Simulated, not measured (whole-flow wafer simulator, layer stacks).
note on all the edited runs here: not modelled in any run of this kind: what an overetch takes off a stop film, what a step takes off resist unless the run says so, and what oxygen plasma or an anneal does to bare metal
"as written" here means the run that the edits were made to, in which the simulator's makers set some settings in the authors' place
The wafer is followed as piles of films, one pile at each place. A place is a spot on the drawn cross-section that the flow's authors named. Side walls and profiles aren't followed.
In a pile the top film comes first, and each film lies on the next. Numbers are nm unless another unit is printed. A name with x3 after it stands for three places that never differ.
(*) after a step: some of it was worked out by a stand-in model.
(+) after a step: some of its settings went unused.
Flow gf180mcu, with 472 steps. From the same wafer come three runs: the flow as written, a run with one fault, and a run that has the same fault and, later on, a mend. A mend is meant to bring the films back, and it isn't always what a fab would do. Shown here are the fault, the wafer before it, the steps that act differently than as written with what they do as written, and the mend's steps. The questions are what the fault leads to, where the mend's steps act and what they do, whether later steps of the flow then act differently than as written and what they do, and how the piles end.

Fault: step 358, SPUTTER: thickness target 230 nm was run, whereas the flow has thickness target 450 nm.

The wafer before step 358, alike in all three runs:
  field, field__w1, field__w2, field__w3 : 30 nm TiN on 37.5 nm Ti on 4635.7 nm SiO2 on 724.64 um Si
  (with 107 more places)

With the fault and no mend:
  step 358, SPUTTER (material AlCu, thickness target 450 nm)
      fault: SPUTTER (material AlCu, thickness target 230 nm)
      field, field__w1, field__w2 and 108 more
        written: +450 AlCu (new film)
        fault: +230 AlCu (new film)
  Steps further on in the flow that do not act as written:
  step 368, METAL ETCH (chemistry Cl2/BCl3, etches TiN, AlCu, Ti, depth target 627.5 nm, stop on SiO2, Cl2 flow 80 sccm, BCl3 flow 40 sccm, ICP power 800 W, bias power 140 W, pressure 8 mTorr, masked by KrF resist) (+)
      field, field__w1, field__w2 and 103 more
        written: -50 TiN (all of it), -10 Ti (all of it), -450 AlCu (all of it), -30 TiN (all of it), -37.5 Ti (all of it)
        fault: -50 TiN (all of it), -10 Ti (all of it), -230 AlCu (all of it), -30 TiN (all of it), -37.5 Ti (all of it)
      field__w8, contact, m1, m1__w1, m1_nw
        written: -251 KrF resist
        fault: -214.5 KrF resist
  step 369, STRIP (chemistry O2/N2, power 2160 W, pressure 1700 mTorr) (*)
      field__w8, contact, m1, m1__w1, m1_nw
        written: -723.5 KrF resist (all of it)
        fault: -760 KrF resist (all of it)
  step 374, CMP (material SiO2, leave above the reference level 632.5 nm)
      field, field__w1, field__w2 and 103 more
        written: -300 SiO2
        fault: -520 SiO2
  The piles end different from the flow's at field, field__w1, field__w2 and 109 more by more than 2% or 0.5 nm, whichever is larger.
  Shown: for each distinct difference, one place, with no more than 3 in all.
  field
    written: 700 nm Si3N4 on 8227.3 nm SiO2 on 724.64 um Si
    fault: 700 nm Si3N4 on 8007.3 nm SiO2 on 724.64 um Si
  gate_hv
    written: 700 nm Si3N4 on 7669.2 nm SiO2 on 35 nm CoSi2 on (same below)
    fault: 700 nm Si3N4 on 7449.2 nm SiO2 on 35 nm CoSi2 on (same below)
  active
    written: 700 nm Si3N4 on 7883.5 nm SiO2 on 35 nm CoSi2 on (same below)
    fault: 700 nm Si3N4 on 7663.5 nm SiO2 on 35 nm CoSi2 on (same below)

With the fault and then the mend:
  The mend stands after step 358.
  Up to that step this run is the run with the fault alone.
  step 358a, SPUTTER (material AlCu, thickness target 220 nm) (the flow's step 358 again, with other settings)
      field, field__w1, field__w2 and 108 more
        +220 AlCu
  Every later step of the flow that is run acts as written at every place that is followed.
  At every place that both follow, the piles at the end match the flow's.
